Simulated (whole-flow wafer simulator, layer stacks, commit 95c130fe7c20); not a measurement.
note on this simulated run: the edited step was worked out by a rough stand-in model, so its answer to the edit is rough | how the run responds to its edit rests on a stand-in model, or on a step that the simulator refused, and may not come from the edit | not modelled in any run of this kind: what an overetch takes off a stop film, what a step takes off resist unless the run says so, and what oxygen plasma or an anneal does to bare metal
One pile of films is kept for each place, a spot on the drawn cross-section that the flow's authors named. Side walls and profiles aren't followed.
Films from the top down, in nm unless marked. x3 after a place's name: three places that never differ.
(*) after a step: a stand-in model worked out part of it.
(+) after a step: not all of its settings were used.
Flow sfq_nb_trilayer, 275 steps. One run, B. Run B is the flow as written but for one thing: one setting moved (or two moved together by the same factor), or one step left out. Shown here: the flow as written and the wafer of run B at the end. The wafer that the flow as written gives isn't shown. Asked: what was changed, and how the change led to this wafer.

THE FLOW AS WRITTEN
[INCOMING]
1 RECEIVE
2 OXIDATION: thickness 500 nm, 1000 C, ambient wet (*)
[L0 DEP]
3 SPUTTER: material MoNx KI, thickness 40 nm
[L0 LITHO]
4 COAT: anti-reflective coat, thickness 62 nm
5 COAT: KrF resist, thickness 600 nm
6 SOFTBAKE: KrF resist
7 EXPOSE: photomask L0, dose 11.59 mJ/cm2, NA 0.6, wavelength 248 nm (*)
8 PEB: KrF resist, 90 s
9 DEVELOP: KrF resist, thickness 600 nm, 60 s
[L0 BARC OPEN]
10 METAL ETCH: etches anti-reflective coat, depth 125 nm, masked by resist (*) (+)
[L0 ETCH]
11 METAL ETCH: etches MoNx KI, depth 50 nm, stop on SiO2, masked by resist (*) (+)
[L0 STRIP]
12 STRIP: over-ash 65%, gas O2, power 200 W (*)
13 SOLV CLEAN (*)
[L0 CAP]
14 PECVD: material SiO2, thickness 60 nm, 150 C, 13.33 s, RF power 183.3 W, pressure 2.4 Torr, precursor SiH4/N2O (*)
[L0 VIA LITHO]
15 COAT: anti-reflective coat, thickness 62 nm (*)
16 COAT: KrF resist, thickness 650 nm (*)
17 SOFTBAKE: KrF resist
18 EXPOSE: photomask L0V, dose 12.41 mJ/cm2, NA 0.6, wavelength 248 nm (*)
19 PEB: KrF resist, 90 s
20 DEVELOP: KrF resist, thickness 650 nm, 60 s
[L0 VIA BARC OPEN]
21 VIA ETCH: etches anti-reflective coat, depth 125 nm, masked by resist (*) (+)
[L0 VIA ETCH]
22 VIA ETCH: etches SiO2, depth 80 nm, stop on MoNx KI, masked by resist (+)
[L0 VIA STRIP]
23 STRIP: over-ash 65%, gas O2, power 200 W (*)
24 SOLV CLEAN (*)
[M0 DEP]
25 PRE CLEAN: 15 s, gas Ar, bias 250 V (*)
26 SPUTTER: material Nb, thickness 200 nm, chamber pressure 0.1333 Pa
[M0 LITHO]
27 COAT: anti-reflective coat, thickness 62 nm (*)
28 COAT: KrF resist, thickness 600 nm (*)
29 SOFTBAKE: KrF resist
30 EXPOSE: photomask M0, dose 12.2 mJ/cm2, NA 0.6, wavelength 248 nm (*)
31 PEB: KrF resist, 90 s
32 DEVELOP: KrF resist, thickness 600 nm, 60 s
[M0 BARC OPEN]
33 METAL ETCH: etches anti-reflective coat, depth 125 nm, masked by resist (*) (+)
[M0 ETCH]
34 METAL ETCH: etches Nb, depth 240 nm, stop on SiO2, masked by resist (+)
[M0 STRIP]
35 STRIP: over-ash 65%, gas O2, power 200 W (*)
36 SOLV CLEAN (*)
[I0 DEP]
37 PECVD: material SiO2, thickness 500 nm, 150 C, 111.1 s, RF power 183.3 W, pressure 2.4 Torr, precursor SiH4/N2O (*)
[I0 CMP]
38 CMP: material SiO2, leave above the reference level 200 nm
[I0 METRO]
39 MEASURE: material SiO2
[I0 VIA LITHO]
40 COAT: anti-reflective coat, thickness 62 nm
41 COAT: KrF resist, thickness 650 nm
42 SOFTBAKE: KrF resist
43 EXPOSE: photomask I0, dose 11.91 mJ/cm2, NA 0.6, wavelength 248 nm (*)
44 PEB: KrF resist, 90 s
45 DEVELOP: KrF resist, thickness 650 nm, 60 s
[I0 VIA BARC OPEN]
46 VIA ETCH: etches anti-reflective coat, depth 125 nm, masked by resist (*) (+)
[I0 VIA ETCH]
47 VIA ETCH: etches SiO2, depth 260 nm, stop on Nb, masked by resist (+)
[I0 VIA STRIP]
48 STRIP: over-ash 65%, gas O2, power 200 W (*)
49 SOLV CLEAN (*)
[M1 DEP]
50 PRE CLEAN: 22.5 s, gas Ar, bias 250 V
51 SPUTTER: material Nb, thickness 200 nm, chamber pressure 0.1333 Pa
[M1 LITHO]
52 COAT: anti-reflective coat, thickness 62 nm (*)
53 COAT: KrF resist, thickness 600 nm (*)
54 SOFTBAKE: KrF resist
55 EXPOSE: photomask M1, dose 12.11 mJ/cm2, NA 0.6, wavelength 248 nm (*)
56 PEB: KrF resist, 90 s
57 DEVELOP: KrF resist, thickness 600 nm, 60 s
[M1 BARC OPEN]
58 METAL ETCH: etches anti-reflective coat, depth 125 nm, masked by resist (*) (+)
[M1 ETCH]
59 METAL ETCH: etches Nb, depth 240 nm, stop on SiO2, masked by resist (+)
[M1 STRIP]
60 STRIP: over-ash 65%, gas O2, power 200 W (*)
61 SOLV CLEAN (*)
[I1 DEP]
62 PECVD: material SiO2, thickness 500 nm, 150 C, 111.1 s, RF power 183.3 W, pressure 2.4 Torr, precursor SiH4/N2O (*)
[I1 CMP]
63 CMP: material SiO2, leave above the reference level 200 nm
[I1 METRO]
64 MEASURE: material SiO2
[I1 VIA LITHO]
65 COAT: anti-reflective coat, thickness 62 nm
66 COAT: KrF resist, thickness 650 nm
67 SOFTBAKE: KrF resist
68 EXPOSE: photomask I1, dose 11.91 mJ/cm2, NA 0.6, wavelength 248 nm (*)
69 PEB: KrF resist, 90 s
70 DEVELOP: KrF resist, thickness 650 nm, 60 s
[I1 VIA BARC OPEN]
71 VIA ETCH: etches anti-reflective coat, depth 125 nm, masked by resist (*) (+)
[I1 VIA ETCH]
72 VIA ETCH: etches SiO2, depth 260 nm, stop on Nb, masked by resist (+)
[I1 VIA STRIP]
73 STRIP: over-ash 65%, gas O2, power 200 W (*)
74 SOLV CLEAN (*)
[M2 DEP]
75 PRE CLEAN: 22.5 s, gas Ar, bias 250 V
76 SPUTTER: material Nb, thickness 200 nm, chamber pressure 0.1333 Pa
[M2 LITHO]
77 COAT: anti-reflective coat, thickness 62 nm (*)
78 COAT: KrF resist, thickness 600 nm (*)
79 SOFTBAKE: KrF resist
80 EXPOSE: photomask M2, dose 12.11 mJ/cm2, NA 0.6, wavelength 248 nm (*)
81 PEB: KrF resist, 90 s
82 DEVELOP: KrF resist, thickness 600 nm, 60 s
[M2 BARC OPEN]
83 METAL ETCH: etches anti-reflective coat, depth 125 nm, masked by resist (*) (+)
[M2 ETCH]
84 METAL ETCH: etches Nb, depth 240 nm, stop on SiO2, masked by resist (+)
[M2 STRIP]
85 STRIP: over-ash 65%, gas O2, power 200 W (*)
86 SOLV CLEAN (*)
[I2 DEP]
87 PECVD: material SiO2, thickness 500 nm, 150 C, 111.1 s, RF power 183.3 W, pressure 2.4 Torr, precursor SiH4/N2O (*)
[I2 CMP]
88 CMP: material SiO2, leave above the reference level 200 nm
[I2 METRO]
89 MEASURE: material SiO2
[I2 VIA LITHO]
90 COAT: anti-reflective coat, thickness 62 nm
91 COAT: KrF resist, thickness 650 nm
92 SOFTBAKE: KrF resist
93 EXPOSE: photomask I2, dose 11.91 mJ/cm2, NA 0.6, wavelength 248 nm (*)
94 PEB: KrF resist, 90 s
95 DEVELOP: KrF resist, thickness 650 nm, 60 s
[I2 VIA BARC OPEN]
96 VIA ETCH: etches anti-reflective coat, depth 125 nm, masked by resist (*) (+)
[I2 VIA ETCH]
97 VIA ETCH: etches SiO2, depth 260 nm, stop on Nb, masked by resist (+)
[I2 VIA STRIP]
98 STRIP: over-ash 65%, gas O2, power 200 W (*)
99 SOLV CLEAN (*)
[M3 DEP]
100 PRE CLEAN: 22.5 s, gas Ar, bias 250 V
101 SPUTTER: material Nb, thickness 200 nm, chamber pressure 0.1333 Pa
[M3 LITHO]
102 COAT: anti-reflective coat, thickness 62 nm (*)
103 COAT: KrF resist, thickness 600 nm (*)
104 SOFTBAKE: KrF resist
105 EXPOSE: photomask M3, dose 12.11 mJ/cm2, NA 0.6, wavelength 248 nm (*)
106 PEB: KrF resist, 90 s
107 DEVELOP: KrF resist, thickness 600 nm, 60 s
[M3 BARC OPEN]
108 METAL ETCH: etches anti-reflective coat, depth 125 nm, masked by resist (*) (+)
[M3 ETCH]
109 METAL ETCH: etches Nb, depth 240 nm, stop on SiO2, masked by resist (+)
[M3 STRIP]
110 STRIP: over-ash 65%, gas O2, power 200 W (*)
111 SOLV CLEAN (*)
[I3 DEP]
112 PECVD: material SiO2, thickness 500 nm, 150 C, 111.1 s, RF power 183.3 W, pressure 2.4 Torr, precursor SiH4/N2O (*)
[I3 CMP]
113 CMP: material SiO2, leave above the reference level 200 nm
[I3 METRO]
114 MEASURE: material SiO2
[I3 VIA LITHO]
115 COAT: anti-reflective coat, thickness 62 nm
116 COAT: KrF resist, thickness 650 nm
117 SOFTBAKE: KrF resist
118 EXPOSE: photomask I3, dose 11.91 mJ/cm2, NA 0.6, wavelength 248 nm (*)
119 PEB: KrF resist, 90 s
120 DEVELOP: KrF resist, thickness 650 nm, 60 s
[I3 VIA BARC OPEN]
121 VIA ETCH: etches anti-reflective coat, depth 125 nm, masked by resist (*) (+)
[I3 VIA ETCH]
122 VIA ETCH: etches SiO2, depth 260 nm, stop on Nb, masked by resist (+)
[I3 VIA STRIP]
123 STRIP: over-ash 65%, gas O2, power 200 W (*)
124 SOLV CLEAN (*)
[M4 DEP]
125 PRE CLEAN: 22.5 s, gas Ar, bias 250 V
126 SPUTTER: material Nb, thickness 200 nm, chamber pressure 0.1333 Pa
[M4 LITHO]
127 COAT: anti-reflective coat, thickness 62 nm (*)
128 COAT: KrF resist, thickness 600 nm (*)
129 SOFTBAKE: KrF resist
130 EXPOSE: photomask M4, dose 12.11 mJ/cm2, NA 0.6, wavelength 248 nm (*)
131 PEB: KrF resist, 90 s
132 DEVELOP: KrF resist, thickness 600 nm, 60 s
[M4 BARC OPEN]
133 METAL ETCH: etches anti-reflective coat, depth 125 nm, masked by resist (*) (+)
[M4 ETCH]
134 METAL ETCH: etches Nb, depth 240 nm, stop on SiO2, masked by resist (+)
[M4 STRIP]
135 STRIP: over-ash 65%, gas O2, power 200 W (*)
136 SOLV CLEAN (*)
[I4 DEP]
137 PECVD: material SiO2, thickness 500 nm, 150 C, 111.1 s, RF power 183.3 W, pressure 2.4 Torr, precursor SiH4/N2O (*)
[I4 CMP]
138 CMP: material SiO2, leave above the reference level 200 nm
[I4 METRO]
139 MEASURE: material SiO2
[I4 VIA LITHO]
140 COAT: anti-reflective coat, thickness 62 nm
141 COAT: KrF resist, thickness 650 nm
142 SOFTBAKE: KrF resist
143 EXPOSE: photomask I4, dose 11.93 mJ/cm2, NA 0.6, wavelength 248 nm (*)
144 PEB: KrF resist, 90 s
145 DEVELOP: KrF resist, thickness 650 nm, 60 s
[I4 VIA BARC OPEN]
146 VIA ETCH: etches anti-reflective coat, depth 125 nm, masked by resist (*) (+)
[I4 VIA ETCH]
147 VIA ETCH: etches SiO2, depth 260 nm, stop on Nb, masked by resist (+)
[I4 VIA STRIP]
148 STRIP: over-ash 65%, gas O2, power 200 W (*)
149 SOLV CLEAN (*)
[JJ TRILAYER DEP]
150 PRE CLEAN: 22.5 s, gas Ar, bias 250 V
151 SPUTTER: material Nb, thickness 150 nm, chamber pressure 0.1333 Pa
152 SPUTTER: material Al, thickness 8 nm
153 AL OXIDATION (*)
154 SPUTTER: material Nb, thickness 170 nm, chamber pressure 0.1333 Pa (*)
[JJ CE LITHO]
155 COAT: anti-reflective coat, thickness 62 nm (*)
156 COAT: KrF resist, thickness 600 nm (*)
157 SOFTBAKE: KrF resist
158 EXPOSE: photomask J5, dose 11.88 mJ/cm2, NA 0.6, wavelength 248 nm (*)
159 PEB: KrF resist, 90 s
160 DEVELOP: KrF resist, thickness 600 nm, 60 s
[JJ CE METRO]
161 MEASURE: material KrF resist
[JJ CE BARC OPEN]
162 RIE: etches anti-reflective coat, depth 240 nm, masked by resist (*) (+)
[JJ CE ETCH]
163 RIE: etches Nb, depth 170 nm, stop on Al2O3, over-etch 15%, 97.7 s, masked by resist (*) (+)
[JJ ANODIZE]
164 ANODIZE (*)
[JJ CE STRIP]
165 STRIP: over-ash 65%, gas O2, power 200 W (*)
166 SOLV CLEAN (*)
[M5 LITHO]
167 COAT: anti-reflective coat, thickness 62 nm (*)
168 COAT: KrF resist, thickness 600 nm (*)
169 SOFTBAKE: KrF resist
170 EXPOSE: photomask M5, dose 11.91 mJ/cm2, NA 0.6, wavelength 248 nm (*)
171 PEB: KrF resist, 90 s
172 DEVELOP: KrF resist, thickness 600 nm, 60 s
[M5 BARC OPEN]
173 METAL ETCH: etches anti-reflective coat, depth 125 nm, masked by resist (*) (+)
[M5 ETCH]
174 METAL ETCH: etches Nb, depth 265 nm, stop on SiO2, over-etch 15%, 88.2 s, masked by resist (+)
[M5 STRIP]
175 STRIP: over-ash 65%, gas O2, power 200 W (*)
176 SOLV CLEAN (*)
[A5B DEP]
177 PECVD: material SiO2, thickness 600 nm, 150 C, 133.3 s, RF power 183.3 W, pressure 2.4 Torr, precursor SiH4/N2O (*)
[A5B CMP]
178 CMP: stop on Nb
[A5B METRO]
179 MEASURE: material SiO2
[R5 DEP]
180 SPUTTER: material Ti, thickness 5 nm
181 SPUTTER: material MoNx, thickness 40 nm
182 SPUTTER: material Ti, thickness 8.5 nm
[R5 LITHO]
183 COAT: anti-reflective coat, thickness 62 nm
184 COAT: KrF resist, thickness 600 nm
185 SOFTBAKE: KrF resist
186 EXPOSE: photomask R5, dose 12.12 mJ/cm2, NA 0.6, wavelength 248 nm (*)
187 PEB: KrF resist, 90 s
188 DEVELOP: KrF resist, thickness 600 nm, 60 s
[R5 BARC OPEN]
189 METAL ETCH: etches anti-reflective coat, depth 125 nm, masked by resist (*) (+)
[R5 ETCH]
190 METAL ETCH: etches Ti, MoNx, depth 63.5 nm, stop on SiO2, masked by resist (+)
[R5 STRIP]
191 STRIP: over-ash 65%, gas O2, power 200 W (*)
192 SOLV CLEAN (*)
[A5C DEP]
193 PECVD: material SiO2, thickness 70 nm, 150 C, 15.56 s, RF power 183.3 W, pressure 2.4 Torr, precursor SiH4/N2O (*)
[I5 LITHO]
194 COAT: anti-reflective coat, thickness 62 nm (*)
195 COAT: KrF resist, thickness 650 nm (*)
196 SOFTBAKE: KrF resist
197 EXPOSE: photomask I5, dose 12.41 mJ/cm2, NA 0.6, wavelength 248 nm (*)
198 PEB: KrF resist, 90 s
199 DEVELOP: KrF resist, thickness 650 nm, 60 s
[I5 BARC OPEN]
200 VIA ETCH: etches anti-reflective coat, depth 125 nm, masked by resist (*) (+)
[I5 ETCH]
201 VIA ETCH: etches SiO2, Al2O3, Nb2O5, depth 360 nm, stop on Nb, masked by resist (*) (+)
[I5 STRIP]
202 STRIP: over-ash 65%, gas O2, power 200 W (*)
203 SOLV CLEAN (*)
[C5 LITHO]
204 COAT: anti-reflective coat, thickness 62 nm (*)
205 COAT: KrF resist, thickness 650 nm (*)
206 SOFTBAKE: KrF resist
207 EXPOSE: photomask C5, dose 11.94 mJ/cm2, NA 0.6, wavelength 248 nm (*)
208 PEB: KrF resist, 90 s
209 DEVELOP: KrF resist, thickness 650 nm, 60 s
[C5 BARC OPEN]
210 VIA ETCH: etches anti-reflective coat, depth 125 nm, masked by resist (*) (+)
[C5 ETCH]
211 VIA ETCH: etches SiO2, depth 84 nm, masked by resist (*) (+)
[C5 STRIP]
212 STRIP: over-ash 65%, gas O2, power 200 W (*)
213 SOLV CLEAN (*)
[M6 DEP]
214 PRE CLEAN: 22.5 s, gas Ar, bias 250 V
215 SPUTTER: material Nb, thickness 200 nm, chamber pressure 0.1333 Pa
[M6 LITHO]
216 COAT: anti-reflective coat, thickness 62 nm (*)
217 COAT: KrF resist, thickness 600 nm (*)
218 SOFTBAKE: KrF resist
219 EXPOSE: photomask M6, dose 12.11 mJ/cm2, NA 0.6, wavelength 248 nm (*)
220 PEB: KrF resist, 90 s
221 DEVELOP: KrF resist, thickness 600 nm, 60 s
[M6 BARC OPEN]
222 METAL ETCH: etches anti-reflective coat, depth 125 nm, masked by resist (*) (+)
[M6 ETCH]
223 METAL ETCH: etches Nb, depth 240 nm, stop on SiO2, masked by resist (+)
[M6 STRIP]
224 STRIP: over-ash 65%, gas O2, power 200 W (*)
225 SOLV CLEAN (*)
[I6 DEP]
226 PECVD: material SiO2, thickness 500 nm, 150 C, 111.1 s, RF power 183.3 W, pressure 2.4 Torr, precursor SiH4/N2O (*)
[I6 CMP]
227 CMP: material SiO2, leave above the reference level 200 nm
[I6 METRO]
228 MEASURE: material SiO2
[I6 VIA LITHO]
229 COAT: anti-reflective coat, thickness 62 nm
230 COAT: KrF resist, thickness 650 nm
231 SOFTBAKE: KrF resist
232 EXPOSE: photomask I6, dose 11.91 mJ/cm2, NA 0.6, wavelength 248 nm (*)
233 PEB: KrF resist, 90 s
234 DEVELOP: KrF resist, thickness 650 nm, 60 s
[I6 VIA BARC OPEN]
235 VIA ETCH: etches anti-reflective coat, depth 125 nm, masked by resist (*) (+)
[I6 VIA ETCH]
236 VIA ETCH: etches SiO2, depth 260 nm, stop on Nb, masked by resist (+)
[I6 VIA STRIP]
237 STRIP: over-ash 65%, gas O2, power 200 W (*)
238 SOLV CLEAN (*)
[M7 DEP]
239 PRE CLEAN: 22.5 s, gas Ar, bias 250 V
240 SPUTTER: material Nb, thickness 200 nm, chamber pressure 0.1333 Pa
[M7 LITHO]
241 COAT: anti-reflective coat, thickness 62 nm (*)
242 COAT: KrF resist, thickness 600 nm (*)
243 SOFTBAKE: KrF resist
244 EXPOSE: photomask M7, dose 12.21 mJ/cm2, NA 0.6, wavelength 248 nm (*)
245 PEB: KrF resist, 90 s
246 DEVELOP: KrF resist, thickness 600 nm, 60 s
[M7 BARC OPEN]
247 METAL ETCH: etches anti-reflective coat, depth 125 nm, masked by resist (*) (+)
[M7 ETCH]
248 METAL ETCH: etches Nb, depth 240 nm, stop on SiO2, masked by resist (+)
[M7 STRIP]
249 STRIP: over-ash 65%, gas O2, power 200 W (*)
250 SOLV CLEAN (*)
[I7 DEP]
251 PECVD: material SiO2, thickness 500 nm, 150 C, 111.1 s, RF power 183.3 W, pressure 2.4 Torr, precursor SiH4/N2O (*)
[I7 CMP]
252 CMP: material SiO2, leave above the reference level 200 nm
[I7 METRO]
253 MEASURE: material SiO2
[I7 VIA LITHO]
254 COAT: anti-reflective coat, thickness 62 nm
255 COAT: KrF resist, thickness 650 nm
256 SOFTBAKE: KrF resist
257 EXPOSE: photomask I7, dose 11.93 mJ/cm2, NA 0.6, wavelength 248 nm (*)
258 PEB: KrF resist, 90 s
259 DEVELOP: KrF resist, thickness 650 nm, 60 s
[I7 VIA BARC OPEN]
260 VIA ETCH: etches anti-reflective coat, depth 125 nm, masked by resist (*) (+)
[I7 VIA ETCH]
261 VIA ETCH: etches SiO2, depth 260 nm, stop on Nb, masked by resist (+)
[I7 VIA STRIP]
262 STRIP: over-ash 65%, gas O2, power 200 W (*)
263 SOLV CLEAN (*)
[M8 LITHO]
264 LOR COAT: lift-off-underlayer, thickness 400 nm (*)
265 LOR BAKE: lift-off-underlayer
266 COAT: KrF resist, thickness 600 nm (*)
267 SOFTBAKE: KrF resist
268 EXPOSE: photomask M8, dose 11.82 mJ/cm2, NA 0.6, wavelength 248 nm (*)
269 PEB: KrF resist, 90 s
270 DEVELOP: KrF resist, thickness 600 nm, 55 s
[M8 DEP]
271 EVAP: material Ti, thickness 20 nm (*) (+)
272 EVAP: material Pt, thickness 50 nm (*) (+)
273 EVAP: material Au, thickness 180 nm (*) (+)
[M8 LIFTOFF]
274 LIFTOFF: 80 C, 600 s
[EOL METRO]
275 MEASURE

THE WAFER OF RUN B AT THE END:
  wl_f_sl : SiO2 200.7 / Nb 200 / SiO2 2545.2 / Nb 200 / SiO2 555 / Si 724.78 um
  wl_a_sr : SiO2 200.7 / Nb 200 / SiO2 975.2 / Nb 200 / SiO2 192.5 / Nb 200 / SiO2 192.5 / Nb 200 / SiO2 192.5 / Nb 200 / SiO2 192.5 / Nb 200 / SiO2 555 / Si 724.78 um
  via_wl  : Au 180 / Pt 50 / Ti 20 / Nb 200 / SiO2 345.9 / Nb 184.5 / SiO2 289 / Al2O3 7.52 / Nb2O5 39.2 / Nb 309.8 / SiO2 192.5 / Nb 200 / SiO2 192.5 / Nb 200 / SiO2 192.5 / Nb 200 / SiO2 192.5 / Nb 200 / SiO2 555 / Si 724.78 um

The cause: step 177, PECVD: thickness 240 nm was run, where the flow has thickness 600 nm; step 177, PECVD: 53.33 s was run, where the flow has 133.3 s.

How the change led to this, step by step:
  177 PECVD: material SiO2, thickness 600 nm, 150 C, 133.3 s, RF power 183.3 W, pressure 2.4 Torr, precursor SiH4/N2O (*)
      v_sur, via_sp, via_v and 47 more: SiO2 +240 (new film) (as written it would be: SiO2 +600 (new film))
      field_l, p4_fl, p4_fm and 39 more: SiO2 +240 (as written it would be: SiO2 +600)
      (and at 14 more places)
  178 CMP: stop on Nb
      field_l, p4_fl, p4_fm and 39 more: nothing (as written it would be: SiO2 -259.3)
      r_sur, res, r_end, moat, field_r, lsp_l: nothing (as written it would be: SiO2 -252.3)
      (and at 58 more places)
  180 SPUTTER: material Ti, thickness 5 nm
      via_wl, via_wr: Ti +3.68 (new film) (as written it would be: Ti +5 (new film))
      r_sur: Ti +4.48 (new film) (as written it would be: Ti +5 (new film))
  181 SPUTTER: material MoNx, thickness 40 nm
      via_wl, via_wr: MoNx +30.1 (new film) (as written it would be: MoNx +40 (new film))
      via_w: MoNx +39.1 (new film) (as written it would be: MoNx +40 (new film))
      (and at 2 more places)
  182 SPUTTER: material Ti, thickness 8.5 nm
      via_wl, via_wr: Ti +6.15 (new film) (as written it would be: Ti +8.5 (new film))
      r_sur: Ti +7.58 (new film) (as written it would be: Ti +8.5 (new film))
  183 COAT: anti-reflective coat, thickness 62 nm
      moat, wl_c_sl, wl_d_sr: anti-reflective coat +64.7 (new film) (as written it would be: anti-reflective coat +62 (new film))
      via_v, sp_r: anti-reflective coat +55.4 (new film) (as written it would be: anti-reflective coat +62 (new film))
      (and at 60 more places)
  184 COAT: KrF resist, thickness 600 nm
      via_sp, wl_jj: KrF resist +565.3 (new film) (as written it would be: KrF resist +600 (new film))
      m5r_line_l, m5r_line_r: KrF resist +563.8 (new film) (as written it would be: KrF resist +600 (new film))
      (and at 35 more places)
  188 DEVELOP: KrF resist, thickness 600 nm, 60 s
      via_sp, wl_jj: KrF resist -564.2 (all of it) (as written it would be: KrF resist -598.7 (all of it))
      m5r_line_l, m5r_line_r: KrF resist -562.6 (all of it) (as written it would be: KrF resist -598.7 (all of it))
      (and at 32 more places)
  189 METAL ETCH: etches anti-reflective coat, depth 125 nm, masked by resist (*) (+)
      via_wl, via_wr: anti-reflective coat -125 (as written it would be: anti-reflective coat -62 (all of it))
      be_r, r_sur, res, r_end, r5r_line_l, r5r_line_c, r5r_line_r: KrF resist -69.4 (as written it would be: KrF resist -51.7)
      (and at 59 more places)
  190 METAL ETCH: etches Ti, MoNx, depth 63.5 nm, stop on SiO2, masked by resist (+)
      via_wl: anti-reflective coat -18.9 (all of it), Ti -6.15 (all of it), MoNx -30.1 (all of it), Ti -3.68 (all of it) (as written it would be: Ti -8.5 (all of it), MoNx -40 (all of it), Ti -5 (all of it))
      via_wr: anti-reflective coat -19.6 (all of it), Ti -6.15 (all of it), MoNx -30.1 (all of it), Ti -3.68 (all of it) (as written it would be: Ti -8.5 (all of it), MoNx -40 (all of it), Ti -5 (all of it))
      (and at 2 more places)
  191 STRIP: over-ash 65%, gas O2, power 200 W (*)
      r5r_line_l, r5r_line_c, r5r_line_r: KrF resist -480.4 (all of it), anti-reflective coat -62 (all of it) (as written it would be: KrF resist -498.2 (all of it), anti-reflective coat -62 (all of it))
      be_r: KrF resist -446.2 (all of it), anti-reflective coat -50.5 (all of it) (as written it would be: KrF resist -498.2 (all of it), anti-reflective coat -62 (all of it))
      (and at 3 more places)
  193 PECVD: material SiO2, thickness 70 nm, 150 C, 15.56 s, RF power 183.3 W, pressure 2.4 Torr, precursor SiH4/N2O (*)
      via_wl, via_w, via_wr: SiO2 +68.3 (as written it would be: SiO2 +70)
  194 COAT: anti-reflective coat, thickness 62 nm (*)
      wl_c_sl, wl_c_m6, wl_d_m1, wl_d_sr: anti-reflective coat +64.8 (new film) (as written it would be: anti-reflective coat +62 (new film))
      p4_fm, p3_fr: anti-reflective coat +66.3 (new film) (as written it would be: anti-reflective coat +62 (new film))
      (and at 60 more places)
  195 COAT: KrF resist, thickness 650 nm (*)
      m5r_line_l, m5r_line_r: KrF resist +614.4 (new film) (as written it would be: KrF resist +650 (new film))
      m5r_space_l, m5r_space_r: KrF resist +676.1 (new film) (as written it would be: KrF resist +650 (new film))
      (and at 33 more places)
  199 DEVELOP: KrF resist, thickness 650 nm, 60 s
      be: KrF resist -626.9 (all of it) (as written it would be: KrF resist -649.8 (all of it))
  200 VIA ETCH: etches anti-reflective coat, depth 125 nm, masked by resist (*) (+)
      field_l, v_sur, via_wl and 102 more: KrF resist -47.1 (as written it would be: KrF resist -52)
      be: anti-reflective coat -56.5 (all of it), SiO2 -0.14 (as written it would be: anti-reflective coat -62.4 (all of it), SiO2 -0.16)
  ... 20 more steps ...
  252 CMP: material SiO2, leave above the reference level 200 nm
      field_r, lsp_l: SiO2 -68 (as written it would be: SiO2 -77.7)
      l0_sur, l0v: SiO2 -79.2 (as written it would be: SiO2 -87.8)
      (and at 3 more places)
